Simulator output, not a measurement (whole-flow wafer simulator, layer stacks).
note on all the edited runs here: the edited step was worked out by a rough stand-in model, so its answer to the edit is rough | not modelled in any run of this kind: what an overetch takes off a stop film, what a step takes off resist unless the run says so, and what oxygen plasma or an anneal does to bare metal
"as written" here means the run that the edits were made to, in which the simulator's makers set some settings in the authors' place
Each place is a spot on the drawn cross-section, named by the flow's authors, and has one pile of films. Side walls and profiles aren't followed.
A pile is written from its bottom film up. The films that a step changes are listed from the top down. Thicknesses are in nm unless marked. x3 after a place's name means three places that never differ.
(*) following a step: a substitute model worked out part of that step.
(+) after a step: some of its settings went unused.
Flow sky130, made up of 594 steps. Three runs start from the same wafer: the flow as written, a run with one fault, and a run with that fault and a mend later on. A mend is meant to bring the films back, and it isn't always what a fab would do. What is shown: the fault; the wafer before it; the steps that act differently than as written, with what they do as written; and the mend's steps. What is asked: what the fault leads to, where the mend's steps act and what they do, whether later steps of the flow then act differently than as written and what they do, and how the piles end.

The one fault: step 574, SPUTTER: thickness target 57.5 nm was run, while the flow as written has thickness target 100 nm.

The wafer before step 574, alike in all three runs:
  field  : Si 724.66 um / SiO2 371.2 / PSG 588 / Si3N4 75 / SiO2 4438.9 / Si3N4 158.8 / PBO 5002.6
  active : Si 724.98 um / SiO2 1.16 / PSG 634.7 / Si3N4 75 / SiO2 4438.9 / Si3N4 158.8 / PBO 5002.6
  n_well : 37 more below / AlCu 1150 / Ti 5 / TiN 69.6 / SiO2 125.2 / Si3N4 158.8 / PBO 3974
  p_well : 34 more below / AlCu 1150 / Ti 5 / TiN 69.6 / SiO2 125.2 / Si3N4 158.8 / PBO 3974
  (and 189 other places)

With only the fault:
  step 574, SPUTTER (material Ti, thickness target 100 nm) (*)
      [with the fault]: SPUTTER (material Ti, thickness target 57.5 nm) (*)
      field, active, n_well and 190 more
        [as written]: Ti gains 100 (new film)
        [with the fault]: Ti gains 57.5 (new film)
  Steps later in the flow that act otherwise than as written (7 other steps are not shown; they differ only slightly, by no more than 2% or 0.5 nm, whichever is larger):
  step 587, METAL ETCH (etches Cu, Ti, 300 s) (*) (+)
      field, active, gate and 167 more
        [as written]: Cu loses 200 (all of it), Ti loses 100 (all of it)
        [with the fault]: Cu loses 200 (all of it), Ti loses 57.5 (all of it)
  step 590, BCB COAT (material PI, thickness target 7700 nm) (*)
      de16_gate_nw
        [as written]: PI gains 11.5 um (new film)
        [with the fault]: PI gains 11.46 um (new film)
  At n_well, p_well, sd_n and 20 more, the piles at the end differ from the flow's by more than 2% or 0.5 nm, whichever is larger.
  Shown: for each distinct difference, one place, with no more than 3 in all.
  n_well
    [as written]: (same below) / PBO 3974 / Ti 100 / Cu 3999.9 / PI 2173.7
    [with the fault]: (same below) / PBO 3974 / Ti 57.5 / Cu 3999.9 / PI 2201.3
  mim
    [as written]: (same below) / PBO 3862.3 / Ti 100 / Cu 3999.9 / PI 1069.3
    [with the fault]: (same below) / PBO 3862.3 / Ti 57.5 / Cu 3999.9 / PI 1109.1
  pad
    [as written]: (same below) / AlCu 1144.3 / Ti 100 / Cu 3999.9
    [with the fault]: (same below) / AlCu 1144.3 / Ti 57.5 / Cu 3999.9

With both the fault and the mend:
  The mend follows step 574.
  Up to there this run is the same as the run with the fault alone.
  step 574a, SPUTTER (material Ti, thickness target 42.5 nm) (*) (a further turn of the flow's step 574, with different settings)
      field, active, n_well and 190 more
        Ti gains 42.5
  Every later step of the flow that is run acts as written at every place that is followed.
  The piles end the same as the flow's at every place that both follow.
